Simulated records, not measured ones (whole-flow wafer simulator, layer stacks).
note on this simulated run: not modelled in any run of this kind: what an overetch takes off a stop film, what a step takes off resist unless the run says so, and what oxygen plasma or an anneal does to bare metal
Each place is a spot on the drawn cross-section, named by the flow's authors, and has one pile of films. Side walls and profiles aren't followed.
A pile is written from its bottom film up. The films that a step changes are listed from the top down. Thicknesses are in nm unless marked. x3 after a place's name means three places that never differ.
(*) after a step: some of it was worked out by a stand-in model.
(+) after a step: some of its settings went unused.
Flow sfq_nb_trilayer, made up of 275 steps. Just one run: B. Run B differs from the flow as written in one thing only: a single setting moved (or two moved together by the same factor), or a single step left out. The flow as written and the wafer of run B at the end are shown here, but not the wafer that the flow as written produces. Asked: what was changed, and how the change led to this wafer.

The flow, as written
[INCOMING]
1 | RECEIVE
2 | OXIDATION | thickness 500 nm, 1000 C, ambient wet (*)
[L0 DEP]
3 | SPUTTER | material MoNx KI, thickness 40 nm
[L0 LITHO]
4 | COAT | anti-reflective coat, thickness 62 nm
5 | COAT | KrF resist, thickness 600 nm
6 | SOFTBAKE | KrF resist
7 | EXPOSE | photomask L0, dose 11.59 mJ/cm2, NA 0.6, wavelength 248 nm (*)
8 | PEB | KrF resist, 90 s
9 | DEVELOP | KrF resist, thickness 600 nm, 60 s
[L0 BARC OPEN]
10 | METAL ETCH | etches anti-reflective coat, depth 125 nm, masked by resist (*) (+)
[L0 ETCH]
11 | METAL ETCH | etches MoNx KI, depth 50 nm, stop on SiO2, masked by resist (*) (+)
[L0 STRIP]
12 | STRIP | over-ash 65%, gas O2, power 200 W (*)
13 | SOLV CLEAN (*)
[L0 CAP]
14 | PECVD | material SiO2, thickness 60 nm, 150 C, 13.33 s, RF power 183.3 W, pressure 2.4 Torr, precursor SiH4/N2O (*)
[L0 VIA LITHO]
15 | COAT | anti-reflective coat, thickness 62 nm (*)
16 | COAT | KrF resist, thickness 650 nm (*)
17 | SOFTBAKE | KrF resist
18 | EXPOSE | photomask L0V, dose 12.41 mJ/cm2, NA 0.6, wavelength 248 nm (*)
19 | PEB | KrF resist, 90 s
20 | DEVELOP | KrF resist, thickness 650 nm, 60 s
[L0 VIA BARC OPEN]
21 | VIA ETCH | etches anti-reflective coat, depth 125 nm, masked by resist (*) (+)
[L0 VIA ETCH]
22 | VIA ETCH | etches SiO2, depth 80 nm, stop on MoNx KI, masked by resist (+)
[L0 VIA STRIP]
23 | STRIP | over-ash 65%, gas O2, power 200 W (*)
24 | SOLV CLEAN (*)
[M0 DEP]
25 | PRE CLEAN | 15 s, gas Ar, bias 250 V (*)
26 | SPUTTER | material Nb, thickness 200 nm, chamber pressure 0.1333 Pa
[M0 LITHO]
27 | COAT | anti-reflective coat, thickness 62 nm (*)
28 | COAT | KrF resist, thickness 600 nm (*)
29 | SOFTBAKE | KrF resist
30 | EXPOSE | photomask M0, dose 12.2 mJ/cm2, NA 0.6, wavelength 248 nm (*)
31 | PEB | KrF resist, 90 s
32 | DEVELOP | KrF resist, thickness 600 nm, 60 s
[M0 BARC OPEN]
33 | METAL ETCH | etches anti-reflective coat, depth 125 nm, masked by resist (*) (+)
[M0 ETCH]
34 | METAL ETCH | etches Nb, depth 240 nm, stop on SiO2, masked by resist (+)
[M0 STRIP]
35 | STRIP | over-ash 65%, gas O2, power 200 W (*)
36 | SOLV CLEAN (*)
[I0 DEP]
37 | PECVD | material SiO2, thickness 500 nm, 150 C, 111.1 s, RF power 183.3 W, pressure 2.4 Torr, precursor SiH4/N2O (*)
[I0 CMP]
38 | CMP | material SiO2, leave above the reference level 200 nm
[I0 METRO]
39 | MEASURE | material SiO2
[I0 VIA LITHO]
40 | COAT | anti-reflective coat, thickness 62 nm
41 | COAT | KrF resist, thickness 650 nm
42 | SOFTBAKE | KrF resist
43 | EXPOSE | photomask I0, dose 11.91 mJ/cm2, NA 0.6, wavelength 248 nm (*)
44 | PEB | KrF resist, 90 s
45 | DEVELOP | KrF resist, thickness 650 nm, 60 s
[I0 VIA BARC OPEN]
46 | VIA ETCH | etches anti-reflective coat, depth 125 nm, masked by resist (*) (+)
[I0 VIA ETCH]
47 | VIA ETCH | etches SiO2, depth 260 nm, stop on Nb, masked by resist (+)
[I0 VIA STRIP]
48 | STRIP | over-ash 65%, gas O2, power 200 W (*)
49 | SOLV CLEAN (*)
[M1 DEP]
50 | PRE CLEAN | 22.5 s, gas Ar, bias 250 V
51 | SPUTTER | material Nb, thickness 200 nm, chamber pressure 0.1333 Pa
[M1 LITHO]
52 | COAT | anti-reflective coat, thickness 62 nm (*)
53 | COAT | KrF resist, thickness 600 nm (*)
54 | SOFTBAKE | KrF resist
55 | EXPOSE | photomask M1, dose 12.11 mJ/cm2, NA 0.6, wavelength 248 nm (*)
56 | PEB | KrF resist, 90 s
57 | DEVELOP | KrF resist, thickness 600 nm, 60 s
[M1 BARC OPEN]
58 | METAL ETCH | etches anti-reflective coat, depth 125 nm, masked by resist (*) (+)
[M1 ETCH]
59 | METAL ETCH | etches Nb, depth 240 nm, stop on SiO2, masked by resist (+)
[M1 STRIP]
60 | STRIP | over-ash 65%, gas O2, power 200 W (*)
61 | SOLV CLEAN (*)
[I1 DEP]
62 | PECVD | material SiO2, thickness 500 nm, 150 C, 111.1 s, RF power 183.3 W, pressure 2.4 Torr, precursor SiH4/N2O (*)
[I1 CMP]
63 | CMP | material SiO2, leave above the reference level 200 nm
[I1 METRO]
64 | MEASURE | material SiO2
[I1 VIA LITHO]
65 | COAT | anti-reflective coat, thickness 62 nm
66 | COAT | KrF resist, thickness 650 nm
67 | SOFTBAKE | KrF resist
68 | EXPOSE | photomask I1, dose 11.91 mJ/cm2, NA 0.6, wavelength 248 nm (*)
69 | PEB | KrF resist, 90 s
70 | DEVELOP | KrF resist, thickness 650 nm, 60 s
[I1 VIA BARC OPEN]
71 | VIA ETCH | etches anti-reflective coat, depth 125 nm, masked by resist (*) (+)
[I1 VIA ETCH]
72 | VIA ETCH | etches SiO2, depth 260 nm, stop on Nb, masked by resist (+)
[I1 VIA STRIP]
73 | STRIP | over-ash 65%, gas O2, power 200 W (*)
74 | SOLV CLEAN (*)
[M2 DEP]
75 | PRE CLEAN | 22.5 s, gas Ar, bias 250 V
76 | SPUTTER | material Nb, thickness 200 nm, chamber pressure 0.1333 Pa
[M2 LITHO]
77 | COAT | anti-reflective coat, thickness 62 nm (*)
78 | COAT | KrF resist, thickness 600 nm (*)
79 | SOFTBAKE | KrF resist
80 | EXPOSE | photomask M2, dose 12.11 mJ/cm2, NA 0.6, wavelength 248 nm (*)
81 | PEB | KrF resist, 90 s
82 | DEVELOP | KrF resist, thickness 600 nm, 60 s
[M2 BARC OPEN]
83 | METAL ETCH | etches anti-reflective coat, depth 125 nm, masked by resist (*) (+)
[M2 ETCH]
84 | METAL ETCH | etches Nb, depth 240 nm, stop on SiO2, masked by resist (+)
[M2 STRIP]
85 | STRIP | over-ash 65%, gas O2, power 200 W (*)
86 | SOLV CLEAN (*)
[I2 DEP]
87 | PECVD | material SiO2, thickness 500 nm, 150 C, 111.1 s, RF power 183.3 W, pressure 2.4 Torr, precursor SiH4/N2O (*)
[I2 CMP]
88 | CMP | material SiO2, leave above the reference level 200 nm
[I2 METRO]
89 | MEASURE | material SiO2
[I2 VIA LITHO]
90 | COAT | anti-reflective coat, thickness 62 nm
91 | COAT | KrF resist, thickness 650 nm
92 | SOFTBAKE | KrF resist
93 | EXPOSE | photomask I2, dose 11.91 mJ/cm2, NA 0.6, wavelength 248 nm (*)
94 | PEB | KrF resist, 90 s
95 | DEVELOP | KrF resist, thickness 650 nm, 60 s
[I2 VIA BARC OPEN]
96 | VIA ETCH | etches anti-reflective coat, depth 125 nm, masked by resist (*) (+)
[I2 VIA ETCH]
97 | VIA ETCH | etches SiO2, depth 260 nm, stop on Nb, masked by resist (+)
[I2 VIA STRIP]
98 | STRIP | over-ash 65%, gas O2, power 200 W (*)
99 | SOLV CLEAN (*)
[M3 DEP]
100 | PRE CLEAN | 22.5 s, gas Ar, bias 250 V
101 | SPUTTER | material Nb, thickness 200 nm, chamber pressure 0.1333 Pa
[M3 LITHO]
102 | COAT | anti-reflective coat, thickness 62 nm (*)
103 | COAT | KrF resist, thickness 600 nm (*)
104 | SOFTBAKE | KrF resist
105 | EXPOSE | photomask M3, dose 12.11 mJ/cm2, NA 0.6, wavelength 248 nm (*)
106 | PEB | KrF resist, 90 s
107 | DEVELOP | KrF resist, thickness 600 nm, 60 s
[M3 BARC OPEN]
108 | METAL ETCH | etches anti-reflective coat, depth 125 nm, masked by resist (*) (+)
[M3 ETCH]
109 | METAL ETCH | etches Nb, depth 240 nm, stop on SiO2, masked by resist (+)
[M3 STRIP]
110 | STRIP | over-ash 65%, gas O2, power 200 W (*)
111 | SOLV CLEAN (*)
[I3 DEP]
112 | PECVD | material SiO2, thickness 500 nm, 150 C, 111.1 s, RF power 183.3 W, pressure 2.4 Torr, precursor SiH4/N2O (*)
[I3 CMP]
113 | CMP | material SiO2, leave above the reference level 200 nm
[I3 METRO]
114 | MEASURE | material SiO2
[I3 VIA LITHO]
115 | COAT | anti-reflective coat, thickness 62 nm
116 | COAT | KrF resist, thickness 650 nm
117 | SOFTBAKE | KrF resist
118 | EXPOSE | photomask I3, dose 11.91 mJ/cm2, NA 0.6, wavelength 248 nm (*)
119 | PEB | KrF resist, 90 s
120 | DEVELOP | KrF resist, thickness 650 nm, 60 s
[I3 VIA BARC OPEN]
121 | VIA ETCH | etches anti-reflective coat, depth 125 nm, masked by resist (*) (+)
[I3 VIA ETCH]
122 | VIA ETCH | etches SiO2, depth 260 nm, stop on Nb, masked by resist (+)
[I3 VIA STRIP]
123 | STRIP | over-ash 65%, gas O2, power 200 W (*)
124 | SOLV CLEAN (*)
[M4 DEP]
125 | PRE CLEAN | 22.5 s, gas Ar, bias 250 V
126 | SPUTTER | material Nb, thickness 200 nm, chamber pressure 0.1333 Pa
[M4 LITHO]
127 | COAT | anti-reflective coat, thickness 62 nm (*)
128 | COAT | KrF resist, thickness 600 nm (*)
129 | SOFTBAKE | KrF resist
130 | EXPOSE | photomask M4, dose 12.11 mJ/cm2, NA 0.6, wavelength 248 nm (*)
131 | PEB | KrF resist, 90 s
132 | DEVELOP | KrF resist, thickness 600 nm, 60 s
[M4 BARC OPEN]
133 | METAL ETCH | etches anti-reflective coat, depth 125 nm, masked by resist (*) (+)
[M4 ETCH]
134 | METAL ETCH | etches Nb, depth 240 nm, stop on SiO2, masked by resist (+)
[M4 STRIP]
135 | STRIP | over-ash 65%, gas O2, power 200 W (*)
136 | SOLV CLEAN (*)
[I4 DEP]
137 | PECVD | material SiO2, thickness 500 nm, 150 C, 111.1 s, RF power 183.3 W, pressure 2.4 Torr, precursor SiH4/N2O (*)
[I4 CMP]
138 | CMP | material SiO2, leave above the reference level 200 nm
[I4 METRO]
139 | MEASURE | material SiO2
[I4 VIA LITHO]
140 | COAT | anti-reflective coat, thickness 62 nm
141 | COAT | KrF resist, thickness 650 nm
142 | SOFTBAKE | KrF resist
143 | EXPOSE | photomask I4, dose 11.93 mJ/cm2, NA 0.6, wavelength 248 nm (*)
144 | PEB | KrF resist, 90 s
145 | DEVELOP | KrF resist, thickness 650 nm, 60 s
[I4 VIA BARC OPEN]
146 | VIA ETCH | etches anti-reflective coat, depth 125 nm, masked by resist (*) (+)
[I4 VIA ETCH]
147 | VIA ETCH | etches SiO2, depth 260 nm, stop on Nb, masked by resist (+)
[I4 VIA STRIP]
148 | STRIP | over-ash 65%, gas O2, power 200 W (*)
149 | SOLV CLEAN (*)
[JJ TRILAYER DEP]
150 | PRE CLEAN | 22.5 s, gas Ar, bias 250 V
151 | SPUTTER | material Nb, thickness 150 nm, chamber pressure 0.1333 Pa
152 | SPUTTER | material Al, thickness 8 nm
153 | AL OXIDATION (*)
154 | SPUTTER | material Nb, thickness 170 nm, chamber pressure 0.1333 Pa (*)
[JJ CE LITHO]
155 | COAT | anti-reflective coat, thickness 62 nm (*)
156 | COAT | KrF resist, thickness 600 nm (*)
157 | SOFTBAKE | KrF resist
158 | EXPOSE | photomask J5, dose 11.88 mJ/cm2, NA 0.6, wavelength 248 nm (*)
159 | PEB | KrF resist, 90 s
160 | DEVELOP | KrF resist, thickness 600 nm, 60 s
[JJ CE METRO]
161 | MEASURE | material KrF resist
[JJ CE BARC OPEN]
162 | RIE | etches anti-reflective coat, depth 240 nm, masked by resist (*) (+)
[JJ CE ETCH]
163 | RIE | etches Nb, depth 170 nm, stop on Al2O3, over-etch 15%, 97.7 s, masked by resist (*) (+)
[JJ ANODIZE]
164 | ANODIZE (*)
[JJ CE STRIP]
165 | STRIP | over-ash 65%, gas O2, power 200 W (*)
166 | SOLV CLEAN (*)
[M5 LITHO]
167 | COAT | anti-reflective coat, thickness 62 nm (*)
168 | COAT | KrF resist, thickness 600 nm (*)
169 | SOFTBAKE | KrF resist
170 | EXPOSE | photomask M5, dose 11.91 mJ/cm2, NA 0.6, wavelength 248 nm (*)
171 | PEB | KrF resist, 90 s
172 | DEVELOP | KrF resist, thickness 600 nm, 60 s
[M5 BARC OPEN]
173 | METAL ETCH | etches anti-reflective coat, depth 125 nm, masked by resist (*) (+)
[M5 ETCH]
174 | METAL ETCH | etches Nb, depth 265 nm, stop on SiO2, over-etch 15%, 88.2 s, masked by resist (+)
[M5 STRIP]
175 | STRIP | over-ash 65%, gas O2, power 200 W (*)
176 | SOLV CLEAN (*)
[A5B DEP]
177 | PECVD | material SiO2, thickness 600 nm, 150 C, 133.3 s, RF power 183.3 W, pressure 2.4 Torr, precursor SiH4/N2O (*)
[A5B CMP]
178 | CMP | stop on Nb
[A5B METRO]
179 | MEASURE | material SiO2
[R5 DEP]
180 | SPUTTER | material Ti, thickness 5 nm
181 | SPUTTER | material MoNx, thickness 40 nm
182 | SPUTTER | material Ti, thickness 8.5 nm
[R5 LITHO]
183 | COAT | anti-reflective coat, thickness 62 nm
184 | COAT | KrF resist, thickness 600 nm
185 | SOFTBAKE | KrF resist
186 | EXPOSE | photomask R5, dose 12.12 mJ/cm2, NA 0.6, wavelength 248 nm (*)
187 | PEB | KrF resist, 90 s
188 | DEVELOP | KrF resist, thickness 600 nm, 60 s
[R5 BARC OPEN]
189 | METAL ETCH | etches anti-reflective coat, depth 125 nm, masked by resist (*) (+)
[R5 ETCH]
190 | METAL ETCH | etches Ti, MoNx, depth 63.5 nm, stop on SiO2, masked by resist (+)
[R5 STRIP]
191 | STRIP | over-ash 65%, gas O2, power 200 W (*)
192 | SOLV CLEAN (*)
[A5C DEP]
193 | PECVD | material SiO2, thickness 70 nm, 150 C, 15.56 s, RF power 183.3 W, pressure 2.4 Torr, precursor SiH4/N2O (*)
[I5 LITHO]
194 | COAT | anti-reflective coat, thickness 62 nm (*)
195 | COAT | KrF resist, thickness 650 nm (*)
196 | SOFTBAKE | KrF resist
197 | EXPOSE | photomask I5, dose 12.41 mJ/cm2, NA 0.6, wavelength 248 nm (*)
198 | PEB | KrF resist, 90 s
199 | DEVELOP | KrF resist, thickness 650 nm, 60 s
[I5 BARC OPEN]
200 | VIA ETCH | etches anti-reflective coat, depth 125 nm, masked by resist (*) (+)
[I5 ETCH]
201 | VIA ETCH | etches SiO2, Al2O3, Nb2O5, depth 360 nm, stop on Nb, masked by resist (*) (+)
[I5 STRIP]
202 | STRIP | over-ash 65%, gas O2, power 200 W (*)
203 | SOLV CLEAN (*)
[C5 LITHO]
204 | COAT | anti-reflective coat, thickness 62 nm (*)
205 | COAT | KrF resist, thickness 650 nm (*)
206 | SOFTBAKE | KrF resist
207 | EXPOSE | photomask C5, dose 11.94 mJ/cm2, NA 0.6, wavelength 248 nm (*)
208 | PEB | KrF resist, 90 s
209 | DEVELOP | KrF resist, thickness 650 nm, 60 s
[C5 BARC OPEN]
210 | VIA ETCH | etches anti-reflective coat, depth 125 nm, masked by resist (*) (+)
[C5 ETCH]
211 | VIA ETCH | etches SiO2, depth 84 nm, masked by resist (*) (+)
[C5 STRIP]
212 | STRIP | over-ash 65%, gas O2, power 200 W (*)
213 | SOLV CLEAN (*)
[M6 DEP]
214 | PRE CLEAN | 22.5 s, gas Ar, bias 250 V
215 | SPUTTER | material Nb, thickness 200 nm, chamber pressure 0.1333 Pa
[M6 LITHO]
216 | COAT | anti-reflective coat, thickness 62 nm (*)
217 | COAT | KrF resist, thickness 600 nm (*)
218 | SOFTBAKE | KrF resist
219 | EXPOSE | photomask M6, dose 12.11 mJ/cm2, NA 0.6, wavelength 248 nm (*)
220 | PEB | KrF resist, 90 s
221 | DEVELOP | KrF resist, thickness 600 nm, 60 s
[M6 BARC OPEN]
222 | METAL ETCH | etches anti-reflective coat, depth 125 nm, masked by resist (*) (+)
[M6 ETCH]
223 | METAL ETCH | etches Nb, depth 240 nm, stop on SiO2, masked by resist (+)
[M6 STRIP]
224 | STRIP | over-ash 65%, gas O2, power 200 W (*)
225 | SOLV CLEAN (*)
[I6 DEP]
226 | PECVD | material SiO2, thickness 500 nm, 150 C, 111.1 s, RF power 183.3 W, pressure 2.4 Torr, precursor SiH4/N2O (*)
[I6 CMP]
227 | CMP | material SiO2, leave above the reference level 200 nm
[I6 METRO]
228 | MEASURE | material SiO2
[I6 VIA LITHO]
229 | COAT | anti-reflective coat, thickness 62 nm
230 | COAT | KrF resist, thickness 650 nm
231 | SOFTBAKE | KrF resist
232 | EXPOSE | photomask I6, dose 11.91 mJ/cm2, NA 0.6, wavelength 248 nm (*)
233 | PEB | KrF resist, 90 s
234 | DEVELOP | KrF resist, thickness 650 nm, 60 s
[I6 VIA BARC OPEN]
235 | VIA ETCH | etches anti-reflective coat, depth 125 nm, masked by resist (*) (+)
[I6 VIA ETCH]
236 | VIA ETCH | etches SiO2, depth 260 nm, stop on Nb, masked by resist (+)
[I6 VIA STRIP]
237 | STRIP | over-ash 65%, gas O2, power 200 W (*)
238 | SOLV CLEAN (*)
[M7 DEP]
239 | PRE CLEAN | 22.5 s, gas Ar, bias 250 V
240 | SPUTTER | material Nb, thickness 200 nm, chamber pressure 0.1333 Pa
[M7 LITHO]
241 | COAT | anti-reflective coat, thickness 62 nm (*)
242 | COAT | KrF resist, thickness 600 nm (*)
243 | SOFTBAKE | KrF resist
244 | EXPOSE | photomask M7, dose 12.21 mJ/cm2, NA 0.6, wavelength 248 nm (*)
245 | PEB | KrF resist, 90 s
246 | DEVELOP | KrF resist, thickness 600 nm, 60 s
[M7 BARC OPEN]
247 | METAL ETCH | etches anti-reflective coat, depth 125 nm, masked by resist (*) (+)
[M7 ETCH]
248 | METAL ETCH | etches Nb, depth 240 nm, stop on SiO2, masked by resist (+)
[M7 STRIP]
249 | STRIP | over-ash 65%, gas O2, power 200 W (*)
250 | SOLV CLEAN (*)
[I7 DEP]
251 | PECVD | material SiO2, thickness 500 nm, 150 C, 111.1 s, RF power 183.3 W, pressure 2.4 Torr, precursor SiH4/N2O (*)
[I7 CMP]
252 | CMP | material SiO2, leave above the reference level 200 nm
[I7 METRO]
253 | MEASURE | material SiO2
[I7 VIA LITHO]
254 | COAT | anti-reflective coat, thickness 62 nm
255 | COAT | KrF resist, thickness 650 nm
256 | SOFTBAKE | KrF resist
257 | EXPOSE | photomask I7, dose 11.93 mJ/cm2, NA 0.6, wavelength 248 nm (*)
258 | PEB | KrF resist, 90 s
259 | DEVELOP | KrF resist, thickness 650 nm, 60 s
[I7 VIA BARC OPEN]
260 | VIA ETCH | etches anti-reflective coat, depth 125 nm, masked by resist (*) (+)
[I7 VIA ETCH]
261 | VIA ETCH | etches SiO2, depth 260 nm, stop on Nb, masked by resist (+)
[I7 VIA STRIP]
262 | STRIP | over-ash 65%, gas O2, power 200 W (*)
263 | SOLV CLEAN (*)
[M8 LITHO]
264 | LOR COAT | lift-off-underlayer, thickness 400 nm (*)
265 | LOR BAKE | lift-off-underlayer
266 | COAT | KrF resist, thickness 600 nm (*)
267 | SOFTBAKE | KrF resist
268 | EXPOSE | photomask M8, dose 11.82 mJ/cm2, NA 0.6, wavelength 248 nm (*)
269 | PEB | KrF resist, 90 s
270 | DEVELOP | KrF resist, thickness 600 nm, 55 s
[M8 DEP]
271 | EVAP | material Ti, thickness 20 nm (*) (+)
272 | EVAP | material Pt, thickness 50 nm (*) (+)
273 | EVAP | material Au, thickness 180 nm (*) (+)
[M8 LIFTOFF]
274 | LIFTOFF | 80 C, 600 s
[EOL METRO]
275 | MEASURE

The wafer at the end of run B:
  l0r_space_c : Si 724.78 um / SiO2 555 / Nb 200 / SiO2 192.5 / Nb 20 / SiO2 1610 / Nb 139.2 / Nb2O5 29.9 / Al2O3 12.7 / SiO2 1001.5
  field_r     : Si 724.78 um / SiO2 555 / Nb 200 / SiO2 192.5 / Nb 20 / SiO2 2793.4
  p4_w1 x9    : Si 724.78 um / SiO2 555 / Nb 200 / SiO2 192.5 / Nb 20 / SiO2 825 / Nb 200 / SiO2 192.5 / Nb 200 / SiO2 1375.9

What caused this: step 51, SPUTTER: thickness 260 nm was run, though the flow has thickness 200 nm.

Step by step, how the change led to this:
  51 | SPUTTER | material Nb, thickness 200 nm, chamber pressure 0.1333 Pa
      field_l, v_sur, via_wl and 102 more: +260 Nb (new film) (it would be, as written: +200 Nb (new film))
      via_w: +227.6 Nb (it would be, as written: +174.5 Nb)
  52 | COAT | anti-reflective coat, thickness 62 nm (*)
      via_wr: +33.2 anti-reflective coat (new film) (it would be, as written: +34.9 anti-reflective coat (new film))
  59 | METAL ETCH | etches Nb, depth 240 nm, stop on SiO2, masked by resist (+)
      field_l, be, be_sur and 79 more: -240 Nb (it would be, as written: -200 Nb (all of it))
  60 | STRIP | over-ash 65%, gas O2, power 200 W (*)
      via_wr: -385 KrF resist (all of it), -33.2 anti-reflective coat (all of it) (it would be, as written: -384.4 KrF resist (all of it), -34.9 anti-reflective coat (all of it))
  62 | PECVD | material SiO2, thickness 500 nm, 150 C, 111.1 s, RF power 183.3 W, pressure 2.4 Torr, precursor SiH4/N2O (*)
      field_l, be, be_sur and 72 more: +500 SiO2 (new film) (it would be, as written: +500 SiO2)
      lsp_m, ln_m6, lsp_r, l0_sur, l0v: +493.9 SiO2 (new film) (it would be, as written: +494.9 SiO2)
      (and at 3 other places as well)
  63 | CMP | material SiO2, leave above the reference level 200 nm
      field_l, be, be_sur and 72 more: -60 SiO2 (it would be, as written: -100 SiO2)
      lsp_m, ln_m6, lsp_r, l0_sur, l0v: -53.9 SiO2 (it would be, as written: -94.9 SiO2)
      (and at 1 other place as well)
Taking metal films that touch as one body, l0r_space_c has 3 bodies (between them, from the top down: SiO2 1610; SiO2 192.5); the flow as written gives 2 bodies (between them, from the top down: SiO2 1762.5).
Taking metal films that touch as one body, field_r has 2 bodies (between them, from the top down: SiO2 192.5); the flow as written gives 1 body.
Taking metal films that touch as one body, p4_w1 x9 has 4 bodies (between them, from the top down: SiO2 192.5; SiO2 825; SiO2 192.5); the flow as written gives 3 bodies (between them, from the top down: SiO2 192.5; SiO2 977.5).
